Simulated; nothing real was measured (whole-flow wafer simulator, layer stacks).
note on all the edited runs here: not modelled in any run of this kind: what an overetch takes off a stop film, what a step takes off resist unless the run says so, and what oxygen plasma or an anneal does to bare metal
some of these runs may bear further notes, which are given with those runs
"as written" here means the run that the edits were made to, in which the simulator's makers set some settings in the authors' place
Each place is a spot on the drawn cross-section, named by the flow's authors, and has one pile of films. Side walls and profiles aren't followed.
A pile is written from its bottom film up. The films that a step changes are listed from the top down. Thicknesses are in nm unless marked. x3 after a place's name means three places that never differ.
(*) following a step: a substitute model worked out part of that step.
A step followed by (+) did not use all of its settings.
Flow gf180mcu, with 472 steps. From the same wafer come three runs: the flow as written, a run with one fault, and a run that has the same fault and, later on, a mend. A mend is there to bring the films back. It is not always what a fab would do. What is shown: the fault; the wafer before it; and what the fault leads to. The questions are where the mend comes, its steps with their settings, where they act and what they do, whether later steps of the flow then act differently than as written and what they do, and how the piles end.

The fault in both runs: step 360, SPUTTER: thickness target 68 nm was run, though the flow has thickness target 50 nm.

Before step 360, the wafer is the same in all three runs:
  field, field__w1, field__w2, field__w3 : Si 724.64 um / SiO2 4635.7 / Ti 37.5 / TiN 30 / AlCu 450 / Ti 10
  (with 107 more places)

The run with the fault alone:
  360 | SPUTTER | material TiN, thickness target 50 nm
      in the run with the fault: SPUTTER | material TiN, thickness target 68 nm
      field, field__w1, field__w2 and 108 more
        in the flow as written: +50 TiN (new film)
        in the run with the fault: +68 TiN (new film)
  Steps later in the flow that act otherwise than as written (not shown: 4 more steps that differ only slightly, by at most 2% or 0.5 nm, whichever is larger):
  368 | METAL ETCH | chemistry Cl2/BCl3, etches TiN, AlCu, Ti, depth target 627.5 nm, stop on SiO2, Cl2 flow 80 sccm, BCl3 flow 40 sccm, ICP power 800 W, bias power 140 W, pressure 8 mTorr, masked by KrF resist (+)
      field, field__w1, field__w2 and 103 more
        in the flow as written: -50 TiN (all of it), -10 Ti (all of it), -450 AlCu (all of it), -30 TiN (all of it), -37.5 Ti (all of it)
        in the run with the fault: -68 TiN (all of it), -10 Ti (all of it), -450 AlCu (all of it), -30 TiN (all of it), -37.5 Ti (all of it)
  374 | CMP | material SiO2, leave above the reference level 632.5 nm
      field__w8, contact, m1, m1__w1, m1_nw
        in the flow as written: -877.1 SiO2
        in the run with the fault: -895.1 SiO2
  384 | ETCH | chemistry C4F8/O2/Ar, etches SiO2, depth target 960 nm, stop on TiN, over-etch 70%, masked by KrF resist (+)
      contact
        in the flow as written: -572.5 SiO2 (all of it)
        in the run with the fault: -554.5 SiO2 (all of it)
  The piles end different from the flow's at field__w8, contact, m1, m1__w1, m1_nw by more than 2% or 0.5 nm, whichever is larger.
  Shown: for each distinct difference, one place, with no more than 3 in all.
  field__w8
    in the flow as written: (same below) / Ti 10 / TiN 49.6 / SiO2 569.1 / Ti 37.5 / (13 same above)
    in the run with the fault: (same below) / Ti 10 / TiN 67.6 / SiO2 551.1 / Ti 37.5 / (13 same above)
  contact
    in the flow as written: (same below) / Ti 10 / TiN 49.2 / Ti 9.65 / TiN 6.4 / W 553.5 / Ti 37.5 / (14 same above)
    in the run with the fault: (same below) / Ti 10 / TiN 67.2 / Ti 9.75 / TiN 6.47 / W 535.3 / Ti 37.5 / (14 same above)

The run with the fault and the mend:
  After step 367 comes the mend.
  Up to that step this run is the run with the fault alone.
  367a | STRIP | chemistry O2/N2, power 2160 W, pressure 1700 mTorr (*)
      field__w8, contact, m1, m1__w1, m1_nw
        -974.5 KrF resist (all of it)
  367b | METAL ETCH | chemistry Cl2/BCl3, etches TiN, AlCu, Ti, depth target 18 nm, Cl2 flow 80 sccm, BCl3 flow 40 sccm, ICP power 800 W, bias power 140 W, pressure 8 mTorr (the flow's step 260 again, with other settings)
      field, field__w1, field__w2 and 108 more
        -18 TiN
  367c | HMDS | 120 C, 60 s (the flow's step 362 again)
      does not change any film at any place that is followed
  367d | COAT | KrF resist, thickness 1000 nm (the flow's step 363 again)
      field, field__w1, field__w2 and 108 more
        +1000 KrF resist (new film)
  367e | SOFTBAKE | KrF resist (the flow's step 364 again)
      does not change any film at any place that is followed
  367f | EXPOSE | photomask Metal4 (the flow's step 365 again)
      does not change any film at any place that is followed
  367g | PEB | KrF resist, 135 C, 90 s (the flow's step 366 again)
      field, field__w1, field__w2 and 108 more
        -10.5 KrF resist
  367h | DEVELOP | thickness 1000 nm, 60 s (the flow's step 367 again)
      field, field__w1, field__w2 and 103 more
        -989.5 KrF resist (all of it)
      field__w8, contact, m1, m1__w1, m1_nw
        -14.9 KrF resist
  Every later step of the flow that is run acts as written at every place that is followed.
  At every place that both follow, the piles at the end match the flow's.
